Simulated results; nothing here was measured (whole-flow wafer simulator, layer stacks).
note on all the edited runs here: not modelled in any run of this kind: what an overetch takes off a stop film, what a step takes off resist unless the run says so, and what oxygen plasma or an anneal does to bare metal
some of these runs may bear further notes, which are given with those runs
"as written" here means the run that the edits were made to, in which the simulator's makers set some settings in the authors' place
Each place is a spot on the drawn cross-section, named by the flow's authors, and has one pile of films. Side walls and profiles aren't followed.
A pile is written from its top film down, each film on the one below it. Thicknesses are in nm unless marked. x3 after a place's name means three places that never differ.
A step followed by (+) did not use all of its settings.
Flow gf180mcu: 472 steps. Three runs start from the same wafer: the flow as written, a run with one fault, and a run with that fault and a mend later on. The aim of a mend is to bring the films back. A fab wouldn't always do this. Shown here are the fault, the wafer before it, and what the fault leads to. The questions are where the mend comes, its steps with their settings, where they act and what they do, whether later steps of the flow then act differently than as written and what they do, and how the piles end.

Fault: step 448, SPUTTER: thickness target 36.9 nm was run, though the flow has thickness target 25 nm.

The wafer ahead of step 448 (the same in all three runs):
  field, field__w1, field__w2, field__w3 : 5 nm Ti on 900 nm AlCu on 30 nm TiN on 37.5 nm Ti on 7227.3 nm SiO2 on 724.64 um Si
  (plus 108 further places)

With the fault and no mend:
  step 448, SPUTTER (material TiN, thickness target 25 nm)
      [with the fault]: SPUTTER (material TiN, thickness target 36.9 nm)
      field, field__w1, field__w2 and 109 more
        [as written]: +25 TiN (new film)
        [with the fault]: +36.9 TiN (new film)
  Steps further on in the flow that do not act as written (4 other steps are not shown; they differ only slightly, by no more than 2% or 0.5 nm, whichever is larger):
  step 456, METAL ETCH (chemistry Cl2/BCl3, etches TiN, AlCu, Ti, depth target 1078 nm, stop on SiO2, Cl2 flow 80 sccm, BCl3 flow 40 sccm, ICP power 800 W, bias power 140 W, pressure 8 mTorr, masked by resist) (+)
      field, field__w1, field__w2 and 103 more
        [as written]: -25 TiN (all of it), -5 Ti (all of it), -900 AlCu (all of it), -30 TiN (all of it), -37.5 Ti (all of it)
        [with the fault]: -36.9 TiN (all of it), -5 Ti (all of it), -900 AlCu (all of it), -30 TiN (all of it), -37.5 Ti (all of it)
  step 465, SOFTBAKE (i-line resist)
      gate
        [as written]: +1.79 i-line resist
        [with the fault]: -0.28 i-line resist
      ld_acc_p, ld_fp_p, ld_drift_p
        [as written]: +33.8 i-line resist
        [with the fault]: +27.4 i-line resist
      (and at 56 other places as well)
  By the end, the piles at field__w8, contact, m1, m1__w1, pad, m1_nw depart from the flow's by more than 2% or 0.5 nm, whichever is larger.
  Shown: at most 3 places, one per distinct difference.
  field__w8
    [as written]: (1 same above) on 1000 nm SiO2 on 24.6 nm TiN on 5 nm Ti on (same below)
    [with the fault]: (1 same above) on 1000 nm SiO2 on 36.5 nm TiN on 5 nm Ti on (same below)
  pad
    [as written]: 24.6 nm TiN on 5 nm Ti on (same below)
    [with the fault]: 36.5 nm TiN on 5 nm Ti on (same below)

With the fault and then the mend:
  The mend follows step 448.
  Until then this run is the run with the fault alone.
  step 448a, METAL ETCH (chemistry Cl2/BCl3, etches TiN, AlCu, Ti, depth target 11.9 nm, Cl2 flow 80 sccm, BCl3 flow 40 sccm, ICP power 800 W, bias power 140 W, pressure 8 mTorr) (a further turn of the flow's step 260, with different settings)
      field, field__w1, field__w2 and 109 more
        -11.9 TiN
  None of the later steps of the flow acts differently than as written at any place that is followed.
  At every place that both follow, the piles at the end match the flow's.
